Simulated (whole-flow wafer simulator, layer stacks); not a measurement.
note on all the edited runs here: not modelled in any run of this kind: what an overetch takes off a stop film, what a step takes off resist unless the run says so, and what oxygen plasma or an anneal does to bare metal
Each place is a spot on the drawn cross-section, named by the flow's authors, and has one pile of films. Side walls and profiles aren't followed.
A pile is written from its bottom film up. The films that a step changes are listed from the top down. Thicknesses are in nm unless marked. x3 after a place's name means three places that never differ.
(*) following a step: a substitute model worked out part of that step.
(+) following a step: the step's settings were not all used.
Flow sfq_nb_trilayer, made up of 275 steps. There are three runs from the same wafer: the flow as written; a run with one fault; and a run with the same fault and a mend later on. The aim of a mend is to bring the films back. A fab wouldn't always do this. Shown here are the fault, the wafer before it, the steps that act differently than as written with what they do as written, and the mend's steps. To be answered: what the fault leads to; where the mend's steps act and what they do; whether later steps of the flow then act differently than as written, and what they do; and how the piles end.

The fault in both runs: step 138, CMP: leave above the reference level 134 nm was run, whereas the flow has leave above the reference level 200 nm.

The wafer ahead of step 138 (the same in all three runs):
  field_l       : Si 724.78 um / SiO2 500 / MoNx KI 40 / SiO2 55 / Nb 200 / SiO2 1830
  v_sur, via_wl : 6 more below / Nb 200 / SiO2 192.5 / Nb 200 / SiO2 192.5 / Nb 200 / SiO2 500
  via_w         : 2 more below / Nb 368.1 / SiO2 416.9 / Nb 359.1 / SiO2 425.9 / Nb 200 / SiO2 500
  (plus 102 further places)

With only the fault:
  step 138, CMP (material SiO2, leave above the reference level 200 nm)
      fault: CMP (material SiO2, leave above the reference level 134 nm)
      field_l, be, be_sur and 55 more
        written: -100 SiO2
        fault: -166 SiO2
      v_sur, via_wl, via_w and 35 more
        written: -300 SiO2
        fault: -366 SiO2
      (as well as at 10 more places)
  Steps further on in the flow that do not act as written (5 more steps, not shown, differ only slightly: by at most 2% or 0.5 nm, whichever is larger):
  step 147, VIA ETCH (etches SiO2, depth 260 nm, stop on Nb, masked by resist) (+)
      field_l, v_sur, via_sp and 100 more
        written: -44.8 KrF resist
        fault: -34.6 KrF resist
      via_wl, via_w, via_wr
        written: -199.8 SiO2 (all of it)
        fault: -133.8 SiO2 (all of it)
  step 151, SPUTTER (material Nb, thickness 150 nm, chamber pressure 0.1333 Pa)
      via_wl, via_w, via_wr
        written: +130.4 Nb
        fault: +138.1 Nb
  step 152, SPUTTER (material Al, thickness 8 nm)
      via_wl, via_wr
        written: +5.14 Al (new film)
        fault: +5.94 Al (new film)
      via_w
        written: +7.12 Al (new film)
        fault: +7.76 Al (new film)
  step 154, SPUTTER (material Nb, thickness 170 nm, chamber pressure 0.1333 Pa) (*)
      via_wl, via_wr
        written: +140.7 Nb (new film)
        fault: +121.7 Nb (new film)
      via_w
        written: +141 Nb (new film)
        fault: +165 Nb (new film)
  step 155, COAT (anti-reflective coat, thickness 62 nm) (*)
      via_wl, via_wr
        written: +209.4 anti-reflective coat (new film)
        fault: +193.5 anti-reflective coat (new film)
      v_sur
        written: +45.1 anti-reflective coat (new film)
        fault: +48.2 anti-reflective coat (new film)
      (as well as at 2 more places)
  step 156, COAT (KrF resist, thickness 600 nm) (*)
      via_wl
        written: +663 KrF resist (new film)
        fault: +639.7 KrF resist (new film)
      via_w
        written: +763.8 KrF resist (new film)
        fault: +690.5 KrF resist (new film)
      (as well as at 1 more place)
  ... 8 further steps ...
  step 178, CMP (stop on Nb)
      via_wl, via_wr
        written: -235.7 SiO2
        fault: -309.2 SiO2
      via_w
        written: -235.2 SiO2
        fault: -308.7 SiO2
  By the end, the piles at field_l, v_sur, via_wl and 102 more depart from the flow's by more than 2% or 0.5 nm, whichever is larger.
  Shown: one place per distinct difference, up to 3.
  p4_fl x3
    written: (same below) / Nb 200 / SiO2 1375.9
    fault: (same below) / Nb 200 / SiO2 1309.9
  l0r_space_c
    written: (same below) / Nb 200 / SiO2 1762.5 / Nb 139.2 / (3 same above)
    fault: (same below) / Nb 200 / SiO2 1696.5 / Nb 139.2 / (3 same above)
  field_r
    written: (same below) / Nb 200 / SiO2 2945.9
    fault: (same below) / Nb 200 / SiO2 2879.9

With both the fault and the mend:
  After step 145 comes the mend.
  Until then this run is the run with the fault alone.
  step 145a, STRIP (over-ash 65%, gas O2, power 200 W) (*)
      field_l, v_sur, via_sp and 100 more
        -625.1 KrF resist (all of it), -62 anti-reflective coat (all of it)
      via_wl, via_w, via_wr
        -62 anti-reflective coat (all of it)
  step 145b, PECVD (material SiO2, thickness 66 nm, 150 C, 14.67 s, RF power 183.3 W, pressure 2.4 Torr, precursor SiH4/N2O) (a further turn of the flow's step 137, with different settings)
      field_l, v_sur, via_wl and 103 more
        +66 SiO2
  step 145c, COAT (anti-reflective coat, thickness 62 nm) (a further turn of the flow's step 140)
      field_l, v_sur, via_wl and 103 more
        +62 anti-reflective coat (new film)
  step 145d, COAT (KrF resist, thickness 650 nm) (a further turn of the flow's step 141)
      field_l, v_sur, via_wl and 103 more
        +650 KrF resist (new film)
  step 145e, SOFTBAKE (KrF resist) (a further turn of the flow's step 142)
      leaves every film unchanged at each place that is followed
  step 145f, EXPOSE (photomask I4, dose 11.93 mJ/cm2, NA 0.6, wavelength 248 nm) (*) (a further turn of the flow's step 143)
      leaves every film unchanged at each place that is followed
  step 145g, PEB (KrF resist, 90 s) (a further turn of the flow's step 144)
      field_l, v_sur, via_wl and 103 more
        -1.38 KrF resist
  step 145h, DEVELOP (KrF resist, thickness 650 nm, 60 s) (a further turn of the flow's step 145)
      field_l, v_sur, via_sp and 100 more
        -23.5 KrF resist
      via_wl, via_w, via_wr
        -648.6 KrF resist (all of it)
  Later steps of the flow that are run all act as written at every place that is followed, up to a difference of at most 2% or 0.5 nm, whichever is larger.
  The piles end only slightly different from the flow's at the places that both follow, by no more than 2% or 0.5 nm, whichever is larger.
